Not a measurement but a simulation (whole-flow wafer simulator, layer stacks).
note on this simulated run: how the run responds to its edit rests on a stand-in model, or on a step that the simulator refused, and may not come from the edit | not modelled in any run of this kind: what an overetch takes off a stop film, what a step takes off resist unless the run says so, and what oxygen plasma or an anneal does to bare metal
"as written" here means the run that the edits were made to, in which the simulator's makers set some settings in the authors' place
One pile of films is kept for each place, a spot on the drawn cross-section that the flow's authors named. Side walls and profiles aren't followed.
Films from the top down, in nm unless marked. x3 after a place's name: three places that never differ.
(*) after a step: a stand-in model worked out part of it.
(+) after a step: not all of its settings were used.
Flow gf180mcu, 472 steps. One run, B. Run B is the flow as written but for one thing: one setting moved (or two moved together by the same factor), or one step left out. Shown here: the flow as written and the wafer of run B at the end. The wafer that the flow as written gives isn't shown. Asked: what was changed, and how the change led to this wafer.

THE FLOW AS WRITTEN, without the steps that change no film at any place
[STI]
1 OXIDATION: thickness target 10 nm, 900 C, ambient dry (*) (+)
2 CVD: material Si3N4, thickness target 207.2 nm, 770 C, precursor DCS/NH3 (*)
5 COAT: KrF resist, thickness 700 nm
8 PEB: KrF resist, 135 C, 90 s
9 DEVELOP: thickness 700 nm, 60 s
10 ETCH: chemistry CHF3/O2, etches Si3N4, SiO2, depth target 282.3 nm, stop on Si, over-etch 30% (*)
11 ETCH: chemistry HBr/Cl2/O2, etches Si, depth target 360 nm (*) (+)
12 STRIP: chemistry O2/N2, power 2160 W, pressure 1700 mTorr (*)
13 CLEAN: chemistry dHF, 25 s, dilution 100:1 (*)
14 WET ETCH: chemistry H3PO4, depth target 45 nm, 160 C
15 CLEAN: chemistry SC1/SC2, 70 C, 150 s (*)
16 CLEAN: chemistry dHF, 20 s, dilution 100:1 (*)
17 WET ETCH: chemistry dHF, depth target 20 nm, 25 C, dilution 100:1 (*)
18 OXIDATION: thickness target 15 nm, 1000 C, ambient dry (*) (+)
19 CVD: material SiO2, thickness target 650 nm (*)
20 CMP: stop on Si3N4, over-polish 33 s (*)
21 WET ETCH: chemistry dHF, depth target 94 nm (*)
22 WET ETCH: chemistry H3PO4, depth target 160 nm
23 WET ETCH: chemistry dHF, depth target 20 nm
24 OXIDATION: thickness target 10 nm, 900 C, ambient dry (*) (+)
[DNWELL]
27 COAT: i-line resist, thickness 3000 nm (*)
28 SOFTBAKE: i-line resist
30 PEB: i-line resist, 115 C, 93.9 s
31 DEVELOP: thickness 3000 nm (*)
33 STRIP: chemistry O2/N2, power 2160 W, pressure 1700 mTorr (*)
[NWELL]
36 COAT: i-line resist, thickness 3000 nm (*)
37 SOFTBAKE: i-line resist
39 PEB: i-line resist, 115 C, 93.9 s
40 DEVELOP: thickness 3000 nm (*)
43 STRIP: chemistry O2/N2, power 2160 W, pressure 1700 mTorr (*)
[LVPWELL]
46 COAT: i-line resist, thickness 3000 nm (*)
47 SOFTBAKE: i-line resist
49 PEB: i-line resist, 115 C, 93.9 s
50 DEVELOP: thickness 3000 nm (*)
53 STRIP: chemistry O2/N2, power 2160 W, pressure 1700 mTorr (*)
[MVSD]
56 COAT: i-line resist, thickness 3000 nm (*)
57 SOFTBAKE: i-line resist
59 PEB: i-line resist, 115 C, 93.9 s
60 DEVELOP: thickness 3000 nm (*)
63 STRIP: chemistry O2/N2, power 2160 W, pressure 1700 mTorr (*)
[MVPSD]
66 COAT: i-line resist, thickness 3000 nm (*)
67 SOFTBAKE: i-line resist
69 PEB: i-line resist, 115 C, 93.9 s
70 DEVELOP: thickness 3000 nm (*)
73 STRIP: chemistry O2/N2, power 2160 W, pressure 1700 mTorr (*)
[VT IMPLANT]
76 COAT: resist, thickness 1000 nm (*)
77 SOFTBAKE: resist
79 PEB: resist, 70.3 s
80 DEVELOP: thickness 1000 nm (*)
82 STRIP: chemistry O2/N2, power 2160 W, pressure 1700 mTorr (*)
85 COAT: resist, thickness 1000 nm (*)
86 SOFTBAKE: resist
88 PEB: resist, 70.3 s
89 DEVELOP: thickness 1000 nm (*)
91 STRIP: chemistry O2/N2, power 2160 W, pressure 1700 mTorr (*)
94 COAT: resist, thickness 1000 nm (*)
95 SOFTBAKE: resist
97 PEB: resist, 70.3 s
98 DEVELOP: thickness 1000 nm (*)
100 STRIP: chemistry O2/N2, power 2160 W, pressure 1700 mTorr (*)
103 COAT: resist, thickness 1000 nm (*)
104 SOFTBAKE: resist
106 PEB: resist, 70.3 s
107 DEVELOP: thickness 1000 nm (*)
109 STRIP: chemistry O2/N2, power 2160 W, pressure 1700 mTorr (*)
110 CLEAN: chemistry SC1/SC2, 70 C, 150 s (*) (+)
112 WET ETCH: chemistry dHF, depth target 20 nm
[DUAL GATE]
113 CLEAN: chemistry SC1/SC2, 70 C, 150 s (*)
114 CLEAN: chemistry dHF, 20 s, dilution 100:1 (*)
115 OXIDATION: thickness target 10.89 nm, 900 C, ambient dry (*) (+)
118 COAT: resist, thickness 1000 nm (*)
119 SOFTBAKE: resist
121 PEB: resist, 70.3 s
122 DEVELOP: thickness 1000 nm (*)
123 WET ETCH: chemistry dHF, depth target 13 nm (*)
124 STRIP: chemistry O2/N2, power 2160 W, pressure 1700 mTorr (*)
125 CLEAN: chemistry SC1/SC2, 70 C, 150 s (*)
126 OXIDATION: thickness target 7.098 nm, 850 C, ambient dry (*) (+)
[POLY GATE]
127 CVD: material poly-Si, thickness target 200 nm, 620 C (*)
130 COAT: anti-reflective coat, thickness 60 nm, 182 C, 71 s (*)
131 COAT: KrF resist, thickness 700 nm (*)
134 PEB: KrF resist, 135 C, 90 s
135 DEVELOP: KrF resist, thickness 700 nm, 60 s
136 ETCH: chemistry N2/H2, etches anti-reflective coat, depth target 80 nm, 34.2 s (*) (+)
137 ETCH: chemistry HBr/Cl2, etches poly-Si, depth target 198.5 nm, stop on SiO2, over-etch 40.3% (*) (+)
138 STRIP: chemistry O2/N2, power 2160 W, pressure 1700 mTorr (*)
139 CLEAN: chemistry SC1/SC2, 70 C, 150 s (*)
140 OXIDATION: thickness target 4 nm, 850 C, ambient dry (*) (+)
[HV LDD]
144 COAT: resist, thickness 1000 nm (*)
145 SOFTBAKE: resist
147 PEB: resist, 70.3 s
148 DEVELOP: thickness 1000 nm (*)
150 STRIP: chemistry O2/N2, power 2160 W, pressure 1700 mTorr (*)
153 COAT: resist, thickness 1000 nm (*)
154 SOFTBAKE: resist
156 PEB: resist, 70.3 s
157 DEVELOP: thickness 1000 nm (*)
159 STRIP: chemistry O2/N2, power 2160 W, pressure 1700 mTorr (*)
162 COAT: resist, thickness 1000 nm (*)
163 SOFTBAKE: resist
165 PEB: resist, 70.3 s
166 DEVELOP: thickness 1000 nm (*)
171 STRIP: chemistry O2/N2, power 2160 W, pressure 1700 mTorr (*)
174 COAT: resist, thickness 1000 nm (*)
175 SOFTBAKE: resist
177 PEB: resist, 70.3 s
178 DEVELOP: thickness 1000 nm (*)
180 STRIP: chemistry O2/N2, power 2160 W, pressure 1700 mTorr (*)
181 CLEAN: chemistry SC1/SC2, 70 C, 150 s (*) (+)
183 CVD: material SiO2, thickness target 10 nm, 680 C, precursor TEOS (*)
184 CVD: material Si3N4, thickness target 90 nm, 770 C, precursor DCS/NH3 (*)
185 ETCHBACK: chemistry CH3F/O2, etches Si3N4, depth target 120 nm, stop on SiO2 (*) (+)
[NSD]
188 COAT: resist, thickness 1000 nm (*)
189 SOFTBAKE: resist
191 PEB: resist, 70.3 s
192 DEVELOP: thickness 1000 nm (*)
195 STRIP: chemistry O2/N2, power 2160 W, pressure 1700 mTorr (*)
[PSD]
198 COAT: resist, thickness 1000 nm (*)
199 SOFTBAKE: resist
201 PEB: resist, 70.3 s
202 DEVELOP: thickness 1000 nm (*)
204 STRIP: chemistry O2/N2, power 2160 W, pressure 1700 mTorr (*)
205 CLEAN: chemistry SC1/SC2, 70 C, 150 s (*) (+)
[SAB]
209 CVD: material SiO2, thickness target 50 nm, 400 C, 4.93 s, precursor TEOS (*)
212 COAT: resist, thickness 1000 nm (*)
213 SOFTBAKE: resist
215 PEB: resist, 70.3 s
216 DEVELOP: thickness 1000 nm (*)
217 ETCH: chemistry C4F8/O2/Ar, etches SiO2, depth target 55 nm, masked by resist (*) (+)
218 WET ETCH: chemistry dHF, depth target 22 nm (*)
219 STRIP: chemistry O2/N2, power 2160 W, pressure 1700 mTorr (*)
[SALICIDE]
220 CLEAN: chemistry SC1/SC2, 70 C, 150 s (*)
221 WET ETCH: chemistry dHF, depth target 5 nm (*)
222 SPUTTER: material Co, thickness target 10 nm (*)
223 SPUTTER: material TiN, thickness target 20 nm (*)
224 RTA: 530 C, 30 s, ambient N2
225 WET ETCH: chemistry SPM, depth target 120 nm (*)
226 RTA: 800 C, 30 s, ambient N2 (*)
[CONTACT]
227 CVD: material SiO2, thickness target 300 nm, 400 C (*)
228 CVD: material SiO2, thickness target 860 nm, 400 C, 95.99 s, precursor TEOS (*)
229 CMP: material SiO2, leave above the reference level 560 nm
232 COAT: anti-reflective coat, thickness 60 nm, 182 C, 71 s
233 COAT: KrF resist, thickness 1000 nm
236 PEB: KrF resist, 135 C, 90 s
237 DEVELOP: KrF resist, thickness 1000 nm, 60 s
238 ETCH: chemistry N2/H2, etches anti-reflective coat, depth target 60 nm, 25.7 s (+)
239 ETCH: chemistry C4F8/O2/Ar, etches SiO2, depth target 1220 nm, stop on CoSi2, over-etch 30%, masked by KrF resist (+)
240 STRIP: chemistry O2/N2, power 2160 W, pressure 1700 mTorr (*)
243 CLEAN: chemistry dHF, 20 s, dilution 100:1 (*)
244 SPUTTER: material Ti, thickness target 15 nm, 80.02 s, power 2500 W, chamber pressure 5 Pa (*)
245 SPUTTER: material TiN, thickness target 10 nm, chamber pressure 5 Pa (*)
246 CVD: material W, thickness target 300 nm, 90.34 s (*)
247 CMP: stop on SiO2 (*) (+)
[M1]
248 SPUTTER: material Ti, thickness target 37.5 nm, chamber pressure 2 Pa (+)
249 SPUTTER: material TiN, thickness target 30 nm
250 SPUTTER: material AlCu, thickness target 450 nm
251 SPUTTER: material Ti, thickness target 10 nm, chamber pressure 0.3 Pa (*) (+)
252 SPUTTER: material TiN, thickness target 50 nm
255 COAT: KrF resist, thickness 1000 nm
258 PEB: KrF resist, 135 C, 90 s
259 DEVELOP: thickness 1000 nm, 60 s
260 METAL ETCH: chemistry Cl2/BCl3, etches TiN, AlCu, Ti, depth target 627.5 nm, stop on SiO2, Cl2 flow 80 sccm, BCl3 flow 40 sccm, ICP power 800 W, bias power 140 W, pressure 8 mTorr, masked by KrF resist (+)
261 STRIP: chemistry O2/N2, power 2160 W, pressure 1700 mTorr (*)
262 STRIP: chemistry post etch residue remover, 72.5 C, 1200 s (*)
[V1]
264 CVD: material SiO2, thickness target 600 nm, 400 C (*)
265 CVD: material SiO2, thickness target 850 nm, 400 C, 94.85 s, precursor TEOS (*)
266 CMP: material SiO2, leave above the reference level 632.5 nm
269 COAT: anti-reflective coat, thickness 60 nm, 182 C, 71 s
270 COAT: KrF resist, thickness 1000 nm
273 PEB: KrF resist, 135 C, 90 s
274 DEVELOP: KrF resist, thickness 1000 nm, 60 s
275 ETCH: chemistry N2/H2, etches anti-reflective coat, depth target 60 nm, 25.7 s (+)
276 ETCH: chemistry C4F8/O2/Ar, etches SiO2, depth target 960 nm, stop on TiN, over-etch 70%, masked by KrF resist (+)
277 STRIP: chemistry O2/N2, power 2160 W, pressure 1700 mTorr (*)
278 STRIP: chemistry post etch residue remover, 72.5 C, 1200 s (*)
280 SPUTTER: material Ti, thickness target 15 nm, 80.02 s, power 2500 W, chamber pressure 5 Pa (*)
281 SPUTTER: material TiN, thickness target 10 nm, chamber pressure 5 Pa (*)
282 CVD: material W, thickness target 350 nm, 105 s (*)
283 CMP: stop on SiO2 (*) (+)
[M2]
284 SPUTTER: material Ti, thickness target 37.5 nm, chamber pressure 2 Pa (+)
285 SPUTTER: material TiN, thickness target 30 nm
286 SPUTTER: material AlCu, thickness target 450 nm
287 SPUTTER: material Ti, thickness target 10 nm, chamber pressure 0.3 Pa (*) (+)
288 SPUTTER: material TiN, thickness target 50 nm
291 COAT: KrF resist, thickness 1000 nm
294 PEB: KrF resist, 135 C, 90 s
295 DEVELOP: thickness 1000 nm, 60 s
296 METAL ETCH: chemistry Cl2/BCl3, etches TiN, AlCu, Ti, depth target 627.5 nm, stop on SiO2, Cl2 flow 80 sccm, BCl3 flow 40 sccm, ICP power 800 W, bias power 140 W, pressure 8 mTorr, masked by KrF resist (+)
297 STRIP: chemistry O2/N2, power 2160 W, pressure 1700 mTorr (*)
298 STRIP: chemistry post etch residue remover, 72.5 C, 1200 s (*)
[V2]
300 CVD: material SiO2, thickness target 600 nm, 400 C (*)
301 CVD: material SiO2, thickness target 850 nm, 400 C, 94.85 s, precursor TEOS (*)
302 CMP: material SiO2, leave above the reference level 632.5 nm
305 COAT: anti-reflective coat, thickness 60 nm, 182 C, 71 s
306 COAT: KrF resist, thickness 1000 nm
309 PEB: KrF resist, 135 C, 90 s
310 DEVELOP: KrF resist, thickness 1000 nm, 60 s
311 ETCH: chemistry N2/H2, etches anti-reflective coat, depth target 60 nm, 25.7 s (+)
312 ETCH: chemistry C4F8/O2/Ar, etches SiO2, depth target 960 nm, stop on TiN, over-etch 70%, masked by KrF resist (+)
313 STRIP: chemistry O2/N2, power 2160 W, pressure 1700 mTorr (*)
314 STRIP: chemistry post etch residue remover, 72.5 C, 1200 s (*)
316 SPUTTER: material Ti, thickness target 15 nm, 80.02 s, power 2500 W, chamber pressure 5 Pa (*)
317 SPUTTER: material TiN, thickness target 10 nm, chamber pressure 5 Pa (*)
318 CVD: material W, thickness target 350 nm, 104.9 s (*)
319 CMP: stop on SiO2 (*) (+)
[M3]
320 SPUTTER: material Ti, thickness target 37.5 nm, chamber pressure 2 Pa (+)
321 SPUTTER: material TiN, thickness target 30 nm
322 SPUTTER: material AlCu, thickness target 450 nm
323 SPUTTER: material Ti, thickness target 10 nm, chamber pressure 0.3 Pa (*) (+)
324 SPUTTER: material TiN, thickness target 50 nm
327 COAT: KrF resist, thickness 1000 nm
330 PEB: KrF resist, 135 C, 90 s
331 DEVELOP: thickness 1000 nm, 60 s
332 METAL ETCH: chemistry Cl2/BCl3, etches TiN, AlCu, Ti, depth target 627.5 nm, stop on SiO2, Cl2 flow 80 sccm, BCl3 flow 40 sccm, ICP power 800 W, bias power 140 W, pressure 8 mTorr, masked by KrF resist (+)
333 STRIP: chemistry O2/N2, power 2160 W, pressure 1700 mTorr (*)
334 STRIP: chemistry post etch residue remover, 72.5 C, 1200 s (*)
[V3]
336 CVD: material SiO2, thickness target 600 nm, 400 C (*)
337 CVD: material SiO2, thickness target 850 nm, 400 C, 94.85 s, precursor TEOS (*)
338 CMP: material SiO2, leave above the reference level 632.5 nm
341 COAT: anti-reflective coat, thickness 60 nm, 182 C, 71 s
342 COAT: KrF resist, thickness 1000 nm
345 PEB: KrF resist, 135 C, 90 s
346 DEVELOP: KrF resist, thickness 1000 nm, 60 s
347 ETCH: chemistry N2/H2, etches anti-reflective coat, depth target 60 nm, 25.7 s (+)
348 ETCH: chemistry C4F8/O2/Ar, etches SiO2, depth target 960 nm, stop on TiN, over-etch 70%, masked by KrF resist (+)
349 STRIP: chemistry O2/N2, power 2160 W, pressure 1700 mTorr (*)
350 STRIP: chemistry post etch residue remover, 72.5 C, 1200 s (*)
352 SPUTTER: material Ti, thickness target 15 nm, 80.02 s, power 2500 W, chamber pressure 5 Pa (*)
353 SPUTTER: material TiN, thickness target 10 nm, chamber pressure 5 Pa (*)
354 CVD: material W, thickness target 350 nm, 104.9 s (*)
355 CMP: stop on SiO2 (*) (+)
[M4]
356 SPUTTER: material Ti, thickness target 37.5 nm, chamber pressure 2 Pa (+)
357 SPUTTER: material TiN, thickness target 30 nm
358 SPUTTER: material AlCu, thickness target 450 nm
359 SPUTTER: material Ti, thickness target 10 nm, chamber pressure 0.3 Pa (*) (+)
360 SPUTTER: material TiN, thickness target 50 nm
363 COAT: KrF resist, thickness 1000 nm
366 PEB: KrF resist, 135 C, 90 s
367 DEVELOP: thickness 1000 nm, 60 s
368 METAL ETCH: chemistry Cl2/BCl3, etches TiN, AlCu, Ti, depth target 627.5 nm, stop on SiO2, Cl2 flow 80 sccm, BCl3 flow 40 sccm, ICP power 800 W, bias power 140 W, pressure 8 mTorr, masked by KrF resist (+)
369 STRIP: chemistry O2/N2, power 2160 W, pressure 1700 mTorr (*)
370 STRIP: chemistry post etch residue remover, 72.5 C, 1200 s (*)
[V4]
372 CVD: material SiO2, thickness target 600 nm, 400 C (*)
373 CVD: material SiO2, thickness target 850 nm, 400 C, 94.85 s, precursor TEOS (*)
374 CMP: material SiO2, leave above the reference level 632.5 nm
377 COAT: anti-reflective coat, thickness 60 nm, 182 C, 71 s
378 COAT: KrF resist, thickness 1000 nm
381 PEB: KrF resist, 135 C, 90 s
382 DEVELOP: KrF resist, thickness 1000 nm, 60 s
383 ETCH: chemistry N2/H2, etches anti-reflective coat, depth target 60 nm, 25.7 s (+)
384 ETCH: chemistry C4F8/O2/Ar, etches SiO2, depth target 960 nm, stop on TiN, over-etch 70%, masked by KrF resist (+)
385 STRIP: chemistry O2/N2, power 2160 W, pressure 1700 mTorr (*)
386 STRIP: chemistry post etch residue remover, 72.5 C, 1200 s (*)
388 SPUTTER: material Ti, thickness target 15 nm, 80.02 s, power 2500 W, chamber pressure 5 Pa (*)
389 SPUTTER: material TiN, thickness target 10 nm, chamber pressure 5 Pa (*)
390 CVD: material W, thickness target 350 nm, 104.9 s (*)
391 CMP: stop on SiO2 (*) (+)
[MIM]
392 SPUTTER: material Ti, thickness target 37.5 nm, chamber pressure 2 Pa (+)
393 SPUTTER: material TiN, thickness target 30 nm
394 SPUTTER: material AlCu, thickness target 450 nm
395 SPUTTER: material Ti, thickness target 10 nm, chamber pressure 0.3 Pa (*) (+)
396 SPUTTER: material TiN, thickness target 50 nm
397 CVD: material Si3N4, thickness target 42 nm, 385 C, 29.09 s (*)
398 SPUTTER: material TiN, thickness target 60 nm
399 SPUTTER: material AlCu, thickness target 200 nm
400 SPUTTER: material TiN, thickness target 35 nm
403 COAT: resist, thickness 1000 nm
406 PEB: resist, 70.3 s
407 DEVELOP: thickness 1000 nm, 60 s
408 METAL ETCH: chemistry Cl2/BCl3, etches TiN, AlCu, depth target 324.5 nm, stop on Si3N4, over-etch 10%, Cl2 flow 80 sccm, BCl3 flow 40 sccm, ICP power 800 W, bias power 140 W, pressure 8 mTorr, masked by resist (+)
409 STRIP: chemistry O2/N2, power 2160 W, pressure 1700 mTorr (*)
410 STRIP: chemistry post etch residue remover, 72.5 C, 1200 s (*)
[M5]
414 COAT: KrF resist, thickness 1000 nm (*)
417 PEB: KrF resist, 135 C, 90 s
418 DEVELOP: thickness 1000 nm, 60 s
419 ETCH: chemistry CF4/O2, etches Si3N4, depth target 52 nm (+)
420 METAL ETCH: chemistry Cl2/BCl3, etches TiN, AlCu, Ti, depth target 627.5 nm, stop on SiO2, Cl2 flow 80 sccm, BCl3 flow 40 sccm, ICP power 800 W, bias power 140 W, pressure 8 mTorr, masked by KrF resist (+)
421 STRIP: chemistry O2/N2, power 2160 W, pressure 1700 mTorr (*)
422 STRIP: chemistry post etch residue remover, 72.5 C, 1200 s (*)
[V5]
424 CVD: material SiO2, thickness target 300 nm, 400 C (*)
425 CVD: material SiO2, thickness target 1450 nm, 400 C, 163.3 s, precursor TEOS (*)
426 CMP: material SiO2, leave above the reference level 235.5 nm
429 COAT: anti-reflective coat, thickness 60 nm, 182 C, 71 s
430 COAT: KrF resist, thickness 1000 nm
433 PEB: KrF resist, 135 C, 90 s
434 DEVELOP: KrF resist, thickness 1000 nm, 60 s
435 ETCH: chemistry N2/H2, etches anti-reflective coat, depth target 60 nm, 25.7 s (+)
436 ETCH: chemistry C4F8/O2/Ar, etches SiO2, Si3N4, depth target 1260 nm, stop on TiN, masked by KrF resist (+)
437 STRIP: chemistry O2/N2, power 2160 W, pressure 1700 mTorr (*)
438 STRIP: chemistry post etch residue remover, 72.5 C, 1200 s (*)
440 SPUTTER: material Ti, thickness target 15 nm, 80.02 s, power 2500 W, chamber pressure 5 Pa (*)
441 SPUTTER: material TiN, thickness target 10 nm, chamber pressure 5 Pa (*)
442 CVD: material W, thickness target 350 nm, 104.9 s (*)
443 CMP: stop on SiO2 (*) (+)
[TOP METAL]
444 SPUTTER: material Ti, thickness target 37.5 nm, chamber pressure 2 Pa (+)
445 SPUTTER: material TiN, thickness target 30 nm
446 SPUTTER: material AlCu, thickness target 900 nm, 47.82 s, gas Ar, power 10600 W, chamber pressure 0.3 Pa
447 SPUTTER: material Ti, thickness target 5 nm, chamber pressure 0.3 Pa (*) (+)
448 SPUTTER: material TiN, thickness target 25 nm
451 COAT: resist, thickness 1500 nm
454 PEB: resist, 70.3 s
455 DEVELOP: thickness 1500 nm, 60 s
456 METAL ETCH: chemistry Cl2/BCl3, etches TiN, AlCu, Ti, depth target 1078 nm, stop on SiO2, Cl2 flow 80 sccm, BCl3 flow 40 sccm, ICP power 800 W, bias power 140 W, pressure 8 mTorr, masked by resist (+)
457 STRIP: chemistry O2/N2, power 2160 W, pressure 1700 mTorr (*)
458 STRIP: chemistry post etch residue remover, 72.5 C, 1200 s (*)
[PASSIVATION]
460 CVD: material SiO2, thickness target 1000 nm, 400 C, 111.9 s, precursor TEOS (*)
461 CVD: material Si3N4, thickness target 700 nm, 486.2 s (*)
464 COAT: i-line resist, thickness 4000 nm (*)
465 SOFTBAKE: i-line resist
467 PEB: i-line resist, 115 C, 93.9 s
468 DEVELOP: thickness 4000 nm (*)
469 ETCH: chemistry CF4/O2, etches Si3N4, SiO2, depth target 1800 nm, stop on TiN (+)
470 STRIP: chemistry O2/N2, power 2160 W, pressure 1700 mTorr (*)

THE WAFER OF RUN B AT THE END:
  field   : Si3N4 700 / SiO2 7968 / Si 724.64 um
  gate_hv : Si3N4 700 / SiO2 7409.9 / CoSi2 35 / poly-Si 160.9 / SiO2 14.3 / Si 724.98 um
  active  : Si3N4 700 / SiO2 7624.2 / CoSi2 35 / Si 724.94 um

The cause: step 338, CMP: leave above the reference level 373.2 nm was run, where the flow has leave above the reference level 632.5 nm.

How the change led to this, step by step:
  338 CMP: material SiO2, leave above the reference level 632.5 nm
      field, field__w1, field__w2 and 103 more: SiO2 -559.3 (as written it would be: SiO2 -300)
      field__w8, contact, m1, m1__w1, m1_nw: SiO2 -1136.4 (as written it would be: SiO2 -877.1)
  348 ETCH: chemistry C4F8/O2/Ar, etches SiO2, depth target 960 nm, stop on TiN, over-etch 70%, masked by KrF resist (+)
      field, field__w1, field__w2 and 107 more: KrF resist -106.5 (as written it would be: KrF resist -192)
      contact: SiO2 -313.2 (all of it) (as written it would be: SiO2 -572.5 (all of it))
  349 STRIP: chemistry O2/N2, power 2160 W, pressure 1700 mTorr (*)
      field, field__w1, field__w2 and 107 more: KrF resist -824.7 (all of it), anti-reflective coat -60 (all of it) (as written it would be: KrF resist -739.2 (all of it), anti-reflective coat -60 (all of it))
  352 SPUTTER: material Ti, thickness target 15 nm, 80.02 s, power 2500 W, chamber pressure 5 Pa (*)
      contact: Ti +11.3 (new film) (as written it would be: Ti +9.65 (new film))
  353 SPUTTER: material TiN, thickness target 10 nm, chamber pressure 5 Pa (*)
      contact: TiN +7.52 (new film) (as written it would be: TiN +6.4 (new film))
  354 CVD: material W, thickness target 350 nm, 104.9 s (*)
      contact: W +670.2 (new film) (as written it would be: W +932.3 (new film))
